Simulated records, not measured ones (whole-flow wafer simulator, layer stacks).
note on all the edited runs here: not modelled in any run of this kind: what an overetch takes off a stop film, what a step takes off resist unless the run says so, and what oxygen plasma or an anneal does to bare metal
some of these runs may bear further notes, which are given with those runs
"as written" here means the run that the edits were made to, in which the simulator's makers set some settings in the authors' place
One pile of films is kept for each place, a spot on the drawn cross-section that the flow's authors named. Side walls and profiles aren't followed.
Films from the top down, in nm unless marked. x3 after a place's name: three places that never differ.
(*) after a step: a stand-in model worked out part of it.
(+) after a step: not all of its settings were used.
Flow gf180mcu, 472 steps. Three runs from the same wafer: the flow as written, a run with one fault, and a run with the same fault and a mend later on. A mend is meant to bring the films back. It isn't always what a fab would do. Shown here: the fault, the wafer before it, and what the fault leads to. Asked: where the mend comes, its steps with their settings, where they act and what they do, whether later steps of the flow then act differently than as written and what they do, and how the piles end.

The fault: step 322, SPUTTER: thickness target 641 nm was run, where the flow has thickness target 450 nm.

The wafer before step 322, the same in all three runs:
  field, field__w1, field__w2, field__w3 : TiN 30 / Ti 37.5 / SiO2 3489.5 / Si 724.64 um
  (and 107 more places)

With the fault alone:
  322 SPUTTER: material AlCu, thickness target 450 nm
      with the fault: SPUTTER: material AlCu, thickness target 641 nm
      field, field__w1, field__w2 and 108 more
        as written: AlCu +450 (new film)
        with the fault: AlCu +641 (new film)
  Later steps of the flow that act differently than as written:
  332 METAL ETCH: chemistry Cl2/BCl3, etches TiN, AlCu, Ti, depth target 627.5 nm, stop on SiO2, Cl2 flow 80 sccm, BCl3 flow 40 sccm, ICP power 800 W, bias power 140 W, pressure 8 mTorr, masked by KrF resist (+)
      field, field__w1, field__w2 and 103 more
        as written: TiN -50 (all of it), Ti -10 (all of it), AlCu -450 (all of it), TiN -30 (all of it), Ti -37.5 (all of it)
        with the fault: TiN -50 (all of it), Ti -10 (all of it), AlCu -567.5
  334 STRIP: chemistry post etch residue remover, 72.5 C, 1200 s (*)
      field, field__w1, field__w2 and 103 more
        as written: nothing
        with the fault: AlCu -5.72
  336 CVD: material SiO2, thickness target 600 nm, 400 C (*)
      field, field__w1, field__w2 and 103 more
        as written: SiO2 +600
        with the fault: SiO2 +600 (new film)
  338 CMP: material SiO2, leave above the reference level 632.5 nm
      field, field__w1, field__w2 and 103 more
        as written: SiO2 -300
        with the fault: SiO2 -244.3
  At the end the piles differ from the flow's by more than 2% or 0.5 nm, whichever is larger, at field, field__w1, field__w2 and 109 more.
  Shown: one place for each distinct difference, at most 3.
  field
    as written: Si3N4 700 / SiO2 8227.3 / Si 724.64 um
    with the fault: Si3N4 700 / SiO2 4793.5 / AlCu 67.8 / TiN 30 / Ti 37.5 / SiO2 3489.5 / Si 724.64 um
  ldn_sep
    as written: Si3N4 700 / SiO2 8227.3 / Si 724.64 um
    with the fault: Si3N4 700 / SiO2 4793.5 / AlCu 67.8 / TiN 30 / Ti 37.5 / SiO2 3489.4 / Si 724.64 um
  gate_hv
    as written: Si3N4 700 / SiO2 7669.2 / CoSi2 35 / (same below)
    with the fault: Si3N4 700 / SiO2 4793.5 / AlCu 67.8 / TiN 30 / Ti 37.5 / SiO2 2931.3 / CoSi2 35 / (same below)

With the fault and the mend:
  The mend comes after step 322.
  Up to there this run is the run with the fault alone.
  322a METAL ETCH: chemistry Cl2/BCl3, etches TiN, AlCu, Ti, depth target 191 nm, Cl2 flow 80 sccm, BCl3 flow 40 sccm, ICP power 800 W, bias power 140 W, pressure 8 mTorr (the flow's step 260 once more, with other settings)
      field, field__w1, field__w2 and 108 more
        AlCu -191
  No later step of the flow acts differently than as written at any place that is followed.
  At the end the piles are the same as the flow's at every place that both follow.
